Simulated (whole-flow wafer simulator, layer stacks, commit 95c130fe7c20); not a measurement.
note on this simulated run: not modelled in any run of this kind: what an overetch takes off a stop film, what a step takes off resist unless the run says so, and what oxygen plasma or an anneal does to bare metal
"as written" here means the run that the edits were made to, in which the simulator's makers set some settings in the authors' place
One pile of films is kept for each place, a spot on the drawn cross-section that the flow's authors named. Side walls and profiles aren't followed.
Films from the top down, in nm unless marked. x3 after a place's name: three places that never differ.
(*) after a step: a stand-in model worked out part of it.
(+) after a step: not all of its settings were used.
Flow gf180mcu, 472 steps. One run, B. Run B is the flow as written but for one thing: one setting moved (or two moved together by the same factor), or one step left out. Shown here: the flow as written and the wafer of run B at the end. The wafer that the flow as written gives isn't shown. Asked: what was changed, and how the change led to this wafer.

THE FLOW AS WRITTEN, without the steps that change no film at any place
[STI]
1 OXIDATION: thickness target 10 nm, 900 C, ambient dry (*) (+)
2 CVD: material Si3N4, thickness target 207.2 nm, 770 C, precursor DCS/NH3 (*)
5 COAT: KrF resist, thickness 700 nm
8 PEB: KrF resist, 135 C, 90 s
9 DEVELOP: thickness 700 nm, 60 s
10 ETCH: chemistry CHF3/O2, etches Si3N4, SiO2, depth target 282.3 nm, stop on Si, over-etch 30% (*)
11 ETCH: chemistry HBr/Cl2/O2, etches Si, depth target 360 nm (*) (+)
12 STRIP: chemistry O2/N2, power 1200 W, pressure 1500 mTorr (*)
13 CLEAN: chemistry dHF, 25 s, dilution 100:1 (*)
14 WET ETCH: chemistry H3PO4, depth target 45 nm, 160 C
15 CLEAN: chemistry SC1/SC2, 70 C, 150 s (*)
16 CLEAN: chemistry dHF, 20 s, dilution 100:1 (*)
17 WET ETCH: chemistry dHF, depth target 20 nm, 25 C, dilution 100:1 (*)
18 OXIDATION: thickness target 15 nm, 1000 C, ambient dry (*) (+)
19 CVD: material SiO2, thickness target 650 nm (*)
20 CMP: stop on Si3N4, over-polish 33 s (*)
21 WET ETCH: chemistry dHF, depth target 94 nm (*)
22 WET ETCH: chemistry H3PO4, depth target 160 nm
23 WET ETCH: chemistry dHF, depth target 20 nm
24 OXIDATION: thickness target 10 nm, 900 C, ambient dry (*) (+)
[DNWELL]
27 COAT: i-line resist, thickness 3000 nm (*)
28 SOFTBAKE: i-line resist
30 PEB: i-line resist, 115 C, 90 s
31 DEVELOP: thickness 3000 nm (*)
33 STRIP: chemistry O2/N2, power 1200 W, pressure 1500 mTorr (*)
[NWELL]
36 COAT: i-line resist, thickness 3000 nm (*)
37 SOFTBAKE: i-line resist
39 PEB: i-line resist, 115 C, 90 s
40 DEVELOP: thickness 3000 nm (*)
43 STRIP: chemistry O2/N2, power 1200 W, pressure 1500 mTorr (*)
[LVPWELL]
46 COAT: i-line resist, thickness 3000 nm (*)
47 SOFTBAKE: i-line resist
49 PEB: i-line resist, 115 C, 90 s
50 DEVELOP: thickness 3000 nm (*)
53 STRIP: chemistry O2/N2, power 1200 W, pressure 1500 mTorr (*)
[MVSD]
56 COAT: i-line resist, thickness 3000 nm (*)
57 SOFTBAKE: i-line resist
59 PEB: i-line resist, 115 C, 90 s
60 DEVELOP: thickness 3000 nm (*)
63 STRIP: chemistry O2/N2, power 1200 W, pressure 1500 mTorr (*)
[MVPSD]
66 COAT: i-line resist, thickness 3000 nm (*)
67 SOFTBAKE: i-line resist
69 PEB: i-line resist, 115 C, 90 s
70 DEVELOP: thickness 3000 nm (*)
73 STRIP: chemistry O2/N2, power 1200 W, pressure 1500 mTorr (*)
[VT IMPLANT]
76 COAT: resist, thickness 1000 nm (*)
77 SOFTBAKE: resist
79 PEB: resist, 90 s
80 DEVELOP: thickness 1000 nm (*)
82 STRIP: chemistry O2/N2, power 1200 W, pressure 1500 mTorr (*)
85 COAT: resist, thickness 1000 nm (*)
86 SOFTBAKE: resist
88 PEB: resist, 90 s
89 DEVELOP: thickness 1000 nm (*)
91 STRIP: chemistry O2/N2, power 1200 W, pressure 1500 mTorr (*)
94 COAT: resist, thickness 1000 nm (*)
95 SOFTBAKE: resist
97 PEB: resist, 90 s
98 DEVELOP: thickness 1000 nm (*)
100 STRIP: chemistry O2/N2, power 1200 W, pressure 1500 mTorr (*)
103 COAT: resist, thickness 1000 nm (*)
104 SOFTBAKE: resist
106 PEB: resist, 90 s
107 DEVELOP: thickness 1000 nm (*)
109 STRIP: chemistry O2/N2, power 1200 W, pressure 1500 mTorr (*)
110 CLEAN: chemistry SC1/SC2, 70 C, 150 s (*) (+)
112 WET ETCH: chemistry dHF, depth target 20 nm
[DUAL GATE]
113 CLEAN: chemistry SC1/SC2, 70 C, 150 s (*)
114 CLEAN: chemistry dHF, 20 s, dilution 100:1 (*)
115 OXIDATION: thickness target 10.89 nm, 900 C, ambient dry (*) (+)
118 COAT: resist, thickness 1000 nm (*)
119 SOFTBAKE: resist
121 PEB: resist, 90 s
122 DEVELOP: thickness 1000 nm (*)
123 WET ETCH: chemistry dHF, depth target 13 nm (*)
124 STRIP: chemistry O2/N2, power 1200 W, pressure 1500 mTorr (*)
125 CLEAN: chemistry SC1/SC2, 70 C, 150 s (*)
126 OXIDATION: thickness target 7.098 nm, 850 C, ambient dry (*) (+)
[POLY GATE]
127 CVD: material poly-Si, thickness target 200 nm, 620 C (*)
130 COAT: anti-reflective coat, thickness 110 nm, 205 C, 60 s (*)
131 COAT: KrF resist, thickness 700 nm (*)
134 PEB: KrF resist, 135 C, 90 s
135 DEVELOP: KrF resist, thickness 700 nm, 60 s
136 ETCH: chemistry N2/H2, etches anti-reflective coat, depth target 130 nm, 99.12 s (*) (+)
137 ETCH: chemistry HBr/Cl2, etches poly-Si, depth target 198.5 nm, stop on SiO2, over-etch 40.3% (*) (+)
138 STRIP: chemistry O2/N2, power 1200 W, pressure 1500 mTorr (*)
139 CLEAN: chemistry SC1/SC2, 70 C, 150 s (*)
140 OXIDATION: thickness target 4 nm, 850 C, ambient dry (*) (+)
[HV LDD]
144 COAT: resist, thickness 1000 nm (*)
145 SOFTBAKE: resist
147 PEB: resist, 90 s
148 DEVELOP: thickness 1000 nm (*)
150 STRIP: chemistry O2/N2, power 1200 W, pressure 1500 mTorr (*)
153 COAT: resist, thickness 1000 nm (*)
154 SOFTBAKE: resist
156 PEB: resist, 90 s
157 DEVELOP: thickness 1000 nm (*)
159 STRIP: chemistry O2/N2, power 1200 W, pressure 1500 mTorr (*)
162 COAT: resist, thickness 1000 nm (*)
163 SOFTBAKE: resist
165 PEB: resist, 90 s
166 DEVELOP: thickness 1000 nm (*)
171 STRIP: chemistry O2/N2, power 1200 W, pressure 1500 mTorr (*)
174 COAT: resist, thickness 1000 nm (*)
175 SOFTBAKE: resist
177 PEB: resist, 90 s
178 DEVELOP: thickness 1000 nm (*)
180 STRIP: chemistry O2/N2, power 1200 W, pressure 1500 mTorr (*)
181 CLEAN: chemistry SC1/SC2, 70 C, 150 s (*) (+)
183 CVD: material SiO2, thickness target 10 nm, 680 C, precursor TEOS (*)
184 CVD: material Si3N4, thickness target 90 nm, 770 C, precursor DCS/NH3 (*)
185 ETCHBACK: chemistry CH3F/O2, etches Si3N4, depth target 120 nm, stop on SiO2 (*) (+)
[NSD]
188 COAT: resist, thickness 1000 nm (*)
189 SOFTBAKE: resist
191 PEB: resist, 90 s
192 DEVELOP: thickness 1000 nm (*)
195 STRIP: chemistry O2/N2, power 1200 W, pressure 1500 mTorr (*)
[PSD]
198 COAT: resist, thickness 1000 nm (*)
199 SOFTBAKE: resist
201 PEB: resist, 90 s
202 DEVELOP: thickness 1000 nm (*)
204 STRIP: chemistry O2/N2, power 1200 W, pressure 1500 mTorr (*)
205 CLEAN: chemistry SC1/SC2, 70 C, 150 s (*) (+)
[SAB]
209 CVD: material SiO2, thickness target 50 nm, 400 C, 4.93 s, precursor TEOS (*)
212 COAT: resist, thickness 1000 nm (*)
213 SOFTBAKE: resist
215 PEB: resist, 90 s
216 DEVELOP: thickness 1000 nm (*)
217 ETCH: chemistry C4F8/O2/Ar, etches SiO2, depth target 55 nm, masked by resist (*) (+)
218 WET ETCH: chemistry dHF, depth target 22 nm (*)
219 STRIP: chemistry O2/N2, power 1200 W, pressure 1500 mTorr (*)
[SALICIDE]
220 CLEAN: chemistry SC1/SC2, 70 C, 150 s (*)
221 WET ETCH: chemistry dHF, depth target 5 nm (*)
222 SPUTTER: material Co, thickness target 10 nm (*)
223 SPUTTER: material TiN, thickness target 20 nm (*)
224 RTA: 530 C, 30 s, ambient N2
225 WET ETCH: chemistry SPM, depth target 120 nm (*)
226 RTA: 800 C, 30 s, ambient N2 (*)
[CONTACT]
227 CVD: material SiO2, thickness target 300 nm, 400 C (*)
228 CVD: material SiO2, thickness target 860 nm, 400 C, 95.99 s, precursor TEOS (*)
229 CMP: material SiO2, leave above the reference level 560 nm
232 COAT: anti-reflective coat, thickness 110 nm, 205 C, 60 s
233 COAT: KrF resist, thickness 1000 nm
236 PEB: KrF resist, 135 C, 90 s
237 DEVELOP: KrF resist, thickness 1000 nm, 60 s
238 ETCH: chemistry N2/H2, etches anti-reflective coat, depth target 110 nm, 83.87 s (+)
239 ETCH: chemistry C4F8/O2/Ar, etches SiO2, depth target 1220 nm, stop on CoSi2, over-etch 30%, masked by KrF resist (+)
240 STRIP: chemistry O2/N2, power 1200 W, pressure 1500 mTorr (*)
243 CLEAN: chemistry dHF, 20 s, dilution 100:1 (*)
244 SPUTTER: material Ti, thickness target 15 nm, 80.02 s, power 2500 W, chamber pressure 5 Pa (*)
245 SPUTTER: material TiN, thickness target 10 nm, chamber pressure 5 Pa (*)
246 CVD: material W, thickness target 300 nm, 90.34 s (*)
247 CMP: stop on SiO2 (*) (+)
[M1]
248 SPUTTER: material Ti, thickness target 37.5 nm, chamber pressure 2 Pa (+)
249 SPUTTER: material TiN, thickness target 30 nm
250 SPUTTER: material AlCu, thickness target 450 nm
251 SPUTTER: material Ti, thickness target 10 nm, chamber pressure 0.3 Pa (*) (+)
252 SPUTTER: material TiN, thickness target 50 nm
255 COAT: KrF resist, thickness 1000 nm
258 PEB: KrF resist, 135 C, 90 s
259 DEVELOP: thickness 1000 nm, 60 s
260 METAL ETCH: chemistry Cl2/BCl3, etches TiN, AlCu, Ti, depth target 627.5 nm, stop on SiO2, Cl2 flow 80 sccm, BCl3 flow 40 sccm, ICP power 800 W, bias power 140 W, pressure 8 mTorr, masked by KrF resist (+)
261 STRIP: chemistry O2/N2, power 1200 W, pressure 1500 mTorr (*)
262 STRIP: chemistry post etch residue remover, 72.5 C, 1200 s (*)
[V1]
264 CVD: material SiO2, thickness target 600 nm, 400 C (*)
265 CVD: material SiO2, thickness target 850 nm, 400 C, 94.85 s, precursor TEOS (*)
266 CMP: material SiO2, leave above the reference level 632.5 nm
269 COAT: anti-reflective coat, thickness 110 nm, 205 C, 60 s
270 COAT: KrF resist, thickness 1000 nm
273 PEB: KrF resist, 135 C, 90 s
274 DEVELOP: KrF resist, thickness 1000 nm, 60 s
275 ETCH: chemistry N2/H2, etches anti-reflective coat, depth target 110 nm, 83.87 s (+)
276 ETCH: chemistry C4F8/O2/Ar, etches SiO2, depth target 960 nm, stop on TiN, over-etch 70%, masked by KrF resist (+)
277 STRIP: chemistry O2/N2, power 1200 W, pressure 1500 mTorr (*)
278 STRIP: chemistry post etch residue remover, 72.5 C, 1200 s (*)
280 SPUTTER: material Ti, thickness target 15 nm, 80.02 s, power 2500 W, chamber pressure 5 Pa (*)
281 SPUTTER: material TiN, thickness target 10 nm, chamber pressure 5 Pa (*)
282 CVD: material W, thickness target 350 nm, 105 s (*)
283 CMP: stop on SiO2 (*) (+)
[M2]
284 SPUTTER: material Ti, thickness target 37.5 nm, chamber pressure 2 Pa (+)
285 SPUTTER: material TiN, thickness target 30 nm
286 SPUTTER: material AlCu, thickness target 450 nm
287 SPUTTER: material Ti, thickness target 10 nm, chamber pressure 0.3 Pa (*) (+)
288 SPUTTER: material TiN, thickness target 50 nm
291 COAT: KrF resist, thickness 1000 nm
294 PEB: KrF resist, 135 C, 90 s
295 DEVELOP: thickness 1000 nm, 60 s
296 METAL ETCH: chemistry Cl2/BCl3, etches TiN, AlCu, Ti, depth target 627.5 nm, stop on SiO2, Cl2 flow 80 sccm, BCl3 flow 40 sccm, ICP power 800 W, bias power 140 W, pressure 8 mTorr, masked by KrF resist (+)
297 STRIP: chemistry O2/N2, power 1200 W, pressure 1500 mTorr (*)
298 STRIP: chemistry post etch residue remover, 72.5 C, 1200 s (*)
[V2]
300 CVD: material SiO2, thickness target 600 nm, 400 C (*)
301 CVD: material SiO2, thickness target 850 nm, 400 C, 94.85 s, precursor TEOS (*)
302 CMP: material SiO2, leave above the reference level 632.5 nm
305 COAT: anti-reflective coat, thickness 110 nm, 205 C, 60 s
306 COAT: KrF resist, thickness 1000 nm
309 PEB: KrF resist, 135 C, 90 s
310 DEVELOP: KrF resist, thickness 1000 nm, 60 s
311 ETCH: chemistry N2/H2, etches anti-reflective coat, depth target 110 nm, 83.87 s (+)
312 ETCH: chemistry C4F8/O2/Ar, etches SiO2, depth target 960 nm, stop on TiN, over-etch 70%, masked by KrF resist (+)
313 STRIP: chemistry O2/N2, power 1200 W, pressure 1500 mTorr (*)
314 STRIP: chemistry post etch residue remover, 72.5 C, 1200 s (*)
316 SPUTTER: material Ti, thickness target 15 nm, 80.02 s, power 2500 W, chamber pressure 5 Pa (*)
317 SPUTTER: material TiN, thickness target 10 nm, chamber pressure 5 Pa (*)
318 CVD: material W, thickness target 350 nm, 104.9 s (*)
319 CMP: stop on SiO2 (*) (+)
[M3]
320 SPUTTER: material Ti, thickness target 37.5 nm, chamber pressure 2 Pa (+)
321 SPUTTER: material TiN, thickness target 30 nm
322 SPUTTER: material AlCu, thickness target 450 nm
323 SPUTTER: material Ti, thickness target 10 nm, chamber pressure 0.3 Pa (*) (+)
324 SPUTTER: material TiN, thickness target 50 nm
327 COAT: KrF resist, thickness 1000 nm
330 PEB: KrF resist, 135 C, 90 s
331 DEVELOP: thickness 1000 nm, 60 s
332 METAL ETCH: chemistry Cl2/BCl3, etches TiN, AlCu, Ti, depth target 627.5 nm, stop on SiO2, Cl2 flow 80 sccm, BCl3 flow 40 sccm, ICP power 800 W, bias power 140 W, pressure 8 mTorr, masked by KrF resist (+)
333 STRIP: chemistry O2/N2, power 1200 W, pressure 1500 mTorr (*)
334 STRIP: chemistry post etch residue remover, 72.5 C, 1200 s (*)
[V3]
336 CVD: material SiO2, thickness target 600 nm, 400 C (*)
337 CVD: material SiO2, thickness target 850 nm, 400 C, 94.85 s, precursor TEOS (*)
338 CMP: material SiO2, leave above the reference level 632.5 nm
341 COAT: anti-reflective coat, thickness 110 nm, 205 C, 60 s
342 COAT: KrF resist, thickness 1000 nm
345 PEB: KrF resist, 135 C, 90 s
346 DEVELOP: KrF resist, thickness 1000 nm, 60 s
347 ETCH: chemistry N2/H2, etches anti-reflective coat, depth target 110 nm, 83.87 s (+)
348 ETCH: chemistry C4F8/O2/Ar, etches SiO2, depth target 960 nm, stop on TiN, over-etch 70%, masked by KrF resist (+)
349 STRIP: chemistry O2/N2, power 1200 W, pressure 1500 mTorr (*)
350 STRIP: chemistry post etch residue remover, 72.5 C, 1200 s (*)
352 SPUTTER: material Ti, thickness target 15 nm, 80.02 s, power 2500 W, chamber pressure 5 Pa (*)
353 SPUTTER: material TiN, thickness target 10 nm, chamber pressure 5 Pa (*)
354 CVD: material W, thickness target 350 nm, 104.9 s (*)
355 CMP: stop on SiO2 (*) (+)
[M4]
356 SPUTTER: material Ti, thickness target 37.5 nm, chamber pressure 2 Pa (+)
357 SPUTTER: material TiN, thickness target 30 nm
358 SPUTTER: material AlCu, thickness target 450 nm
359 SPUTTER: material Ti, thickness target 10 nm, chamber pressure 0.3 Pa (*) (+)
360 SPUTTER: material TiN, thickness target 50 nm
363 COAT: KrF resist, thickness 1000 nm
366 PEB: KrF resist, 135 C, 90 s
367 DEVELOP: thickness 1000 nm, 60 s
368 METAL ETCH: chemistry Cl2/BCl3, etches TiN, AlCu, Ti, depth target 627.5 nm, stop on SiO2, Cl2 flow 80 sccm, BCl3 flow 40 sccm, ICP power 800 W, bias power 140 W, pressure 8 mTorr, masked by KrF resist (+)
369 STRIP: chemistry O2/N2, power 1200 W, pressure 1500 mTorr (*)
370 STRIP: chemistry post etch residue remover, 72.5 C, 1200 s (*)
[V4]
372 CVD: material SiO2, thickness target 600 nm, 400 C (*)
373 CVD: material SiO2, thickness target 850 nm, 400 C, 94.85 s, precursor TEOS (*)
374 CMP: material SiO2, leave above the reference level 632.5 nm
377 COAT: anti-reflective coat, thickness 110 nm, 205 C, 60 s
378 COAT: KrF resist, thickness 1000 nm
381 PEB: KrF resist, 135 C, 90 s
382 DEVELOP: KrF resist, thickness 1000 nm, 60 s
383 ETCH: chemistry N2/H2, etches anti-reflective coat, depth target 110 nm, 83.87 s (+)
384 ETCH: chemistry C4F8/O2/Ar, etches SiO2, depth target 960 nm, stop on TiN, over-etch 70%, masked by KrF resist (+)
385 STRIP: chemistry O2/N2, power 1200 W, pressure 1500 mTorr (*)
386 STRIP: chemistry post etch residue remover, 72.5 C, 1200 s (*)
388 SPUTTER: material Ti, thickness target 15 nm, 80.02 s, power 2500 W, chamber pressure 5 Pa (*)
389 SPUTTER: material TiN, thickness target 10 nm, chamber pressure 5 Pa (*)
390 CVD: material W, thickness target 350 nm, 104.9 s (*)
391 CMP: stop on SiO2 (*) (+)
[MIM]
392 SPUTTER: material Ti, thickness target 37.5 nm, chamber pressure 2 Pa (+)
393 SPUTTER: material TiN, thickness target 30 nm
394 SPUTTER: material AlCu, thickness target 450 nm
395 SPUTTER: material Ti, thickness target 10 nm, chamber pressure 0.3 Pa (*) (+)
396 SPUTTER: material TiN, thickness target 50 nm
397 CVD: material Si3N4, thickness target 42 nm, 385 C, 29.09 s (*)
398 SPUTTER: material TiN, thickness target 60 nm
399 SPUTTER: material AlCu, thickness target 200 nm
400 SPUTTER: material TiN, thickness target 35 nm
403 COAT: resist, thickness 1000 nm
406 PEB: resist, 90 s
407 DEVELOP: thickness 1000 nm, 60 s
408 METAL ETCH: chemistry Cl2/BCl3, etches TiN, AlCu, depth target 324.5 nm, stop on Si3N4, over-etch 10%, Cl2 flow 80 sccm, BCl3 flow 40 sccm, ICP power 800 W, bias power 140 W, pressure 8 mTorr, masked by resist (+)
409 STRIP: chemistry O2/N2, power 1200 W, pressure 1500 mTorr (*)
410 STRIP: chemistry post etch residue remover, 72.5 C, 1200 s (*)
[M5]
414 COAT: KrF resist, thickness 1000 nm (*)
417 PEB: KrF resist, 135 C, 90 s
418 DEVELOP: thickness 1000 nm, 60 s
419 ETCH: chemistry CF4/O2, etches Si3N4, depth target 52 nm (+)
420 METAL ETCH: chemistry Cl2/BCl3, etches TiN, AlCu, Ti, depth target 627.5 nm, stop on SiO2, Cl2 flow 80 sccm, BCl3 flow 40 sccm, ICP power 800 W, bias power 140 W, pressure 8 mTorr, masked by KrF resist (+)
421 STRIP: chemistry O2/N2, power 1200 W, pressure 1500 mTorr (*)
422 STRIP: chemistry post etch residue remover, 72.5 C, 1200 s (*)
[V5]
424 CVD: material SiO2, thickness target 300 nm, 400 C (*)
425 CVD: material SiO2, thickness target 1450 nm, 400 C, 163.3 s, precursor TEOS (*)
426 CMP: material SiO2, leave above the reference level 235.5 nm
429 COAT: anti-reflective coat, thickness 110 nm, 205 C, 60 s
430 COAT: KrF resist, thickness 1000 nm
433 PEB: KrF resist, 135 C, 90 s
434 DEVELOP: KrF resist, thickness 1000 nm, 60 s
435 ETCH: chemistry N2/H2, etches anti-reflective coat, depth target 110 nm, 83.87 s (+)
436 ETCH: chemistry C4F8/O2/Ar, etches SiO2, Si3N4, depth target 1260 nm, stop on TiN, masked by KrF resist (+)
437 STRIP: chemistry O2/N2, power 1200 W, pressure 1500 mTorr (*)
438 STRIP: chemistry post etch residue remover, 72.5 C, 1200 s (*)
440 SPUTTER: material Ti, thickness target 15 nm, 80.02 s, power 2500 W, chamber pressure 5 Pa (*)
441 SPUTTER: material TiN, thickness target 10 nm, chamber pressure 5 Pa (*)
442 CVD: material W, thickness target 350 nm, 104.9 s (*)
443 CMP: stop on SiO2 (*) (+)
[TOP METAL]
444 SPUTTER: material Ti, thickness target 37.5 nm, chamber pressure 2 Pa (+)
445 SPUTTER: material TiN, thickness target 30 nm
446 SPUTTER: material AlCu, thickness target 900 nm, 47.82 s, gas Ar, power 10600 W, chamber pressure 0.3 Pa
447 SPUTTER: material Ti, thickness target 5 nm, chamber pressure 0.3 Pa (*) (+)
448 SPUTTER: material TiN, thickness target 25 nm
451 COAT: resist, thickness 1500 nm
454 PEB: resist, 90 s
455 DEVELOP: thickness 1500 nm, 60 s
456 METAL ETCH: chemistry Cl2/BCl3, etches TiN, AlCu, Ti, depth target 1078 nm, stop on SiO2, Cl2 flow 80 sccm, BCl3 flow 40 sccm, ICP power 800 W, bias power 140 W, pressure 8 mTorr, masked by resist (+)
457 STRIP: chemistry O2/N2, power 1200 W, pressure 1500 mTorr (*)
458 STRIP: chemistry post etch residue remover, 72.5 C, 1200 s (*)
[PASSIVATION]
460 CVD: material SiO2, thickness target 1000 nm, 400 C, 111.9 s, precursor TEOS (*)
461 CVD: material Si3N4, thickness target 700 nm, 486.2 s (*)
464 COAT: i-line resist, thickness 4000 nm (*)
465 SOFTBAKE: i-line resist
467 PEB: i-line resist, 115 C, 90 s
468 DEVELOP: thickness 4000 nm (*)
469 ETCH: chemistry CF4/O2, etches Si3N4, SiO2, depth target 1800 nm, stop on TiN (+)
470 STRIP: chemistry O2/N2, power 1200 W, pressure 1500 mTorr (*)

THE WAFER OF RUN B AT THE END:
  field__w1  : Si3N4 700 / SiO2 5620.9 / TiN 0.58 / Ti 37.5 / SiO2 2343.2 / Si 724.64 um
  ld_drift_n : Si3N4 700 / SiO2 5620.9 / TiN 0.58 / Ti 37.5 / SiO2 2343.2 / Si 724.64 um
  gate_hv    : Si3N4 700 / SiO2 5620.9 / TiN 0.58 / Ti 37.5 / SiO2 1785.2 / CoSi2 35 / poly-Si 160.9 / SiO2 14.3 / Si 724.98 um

The cause: step 286, SPUTTER: thickness target 225 nm was run, where the flow has thickness target 450 nm; step 296, METAL ETCH: depth target 314 nm was run, where the flow has depth target 627.5 nm.

How the change led to this, step by step:
  286 SPUTTER: material AlCu, thickness target 450 nm
      field, field__w1, field__w2 and 108 more: AlCu +225 (new film) (as written it would be: AlCu +450 (new film))
  296 METAL ETCH: chemistry Cl2/BCl3, etches TiN, AlCu, Ti, depth target 627.5 nm, stop on SiO2, Cl2 flow 80 sccm, BCl3 flow 40 sccm, ICP power 800 W, bias power 140 W, pressure 8 mTorr, masked by KrF resist (+)
      field, field__w1, field__w2 and 103 more: TiN -50 (all of it), Ti -10 (all of it), AlCu -225 (all of it), TiN -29 (as written it would be: TiN -50 (all of it), Ti -10 (all of it), AlCu -450 (all of it), TiN -30 (all of it), Ti -37.5 (all of it))
      field__w8, contact, m1, m1__w1, m1_nw: KrF resist -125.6 (as written it would be: KrF resist -251)
  297 STRIP: chemistry O2/N2, power 1200 W, pressure 1500 mTorr (*)
      field__w8, contact, m1, m1__w1, m1_nw: KrF resist -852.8 (all of it) (as written it would be: KrF resist -727.4 (all of it))
  300 CVD: material SiO2, thickness target 600 nm, 400 C (*)
      field, field__w1, field__w2 and 103 more: SiO2 +600 (new film) (as written it would be: SiO2 +600)
  302 CMP: material SiO2, leave above the reference level 632.5 nm
      field, field__w1, field__w2 and 103 more: SiO2 -563.1 (as written it would be: SiO2 -300)
Counting metal films that touch as one body, field__w1 has 1 body; the flow as written gives 0 bodies.
Counting metal films that touch as one body, ld_drift_n has 1 body; the flow as written gives 0 bodies.
Counting metal films that touch as one body, gate_hv has 2 bodies (between them, from the top down: SiO2 1785.2); the flow as written gives 1 body.
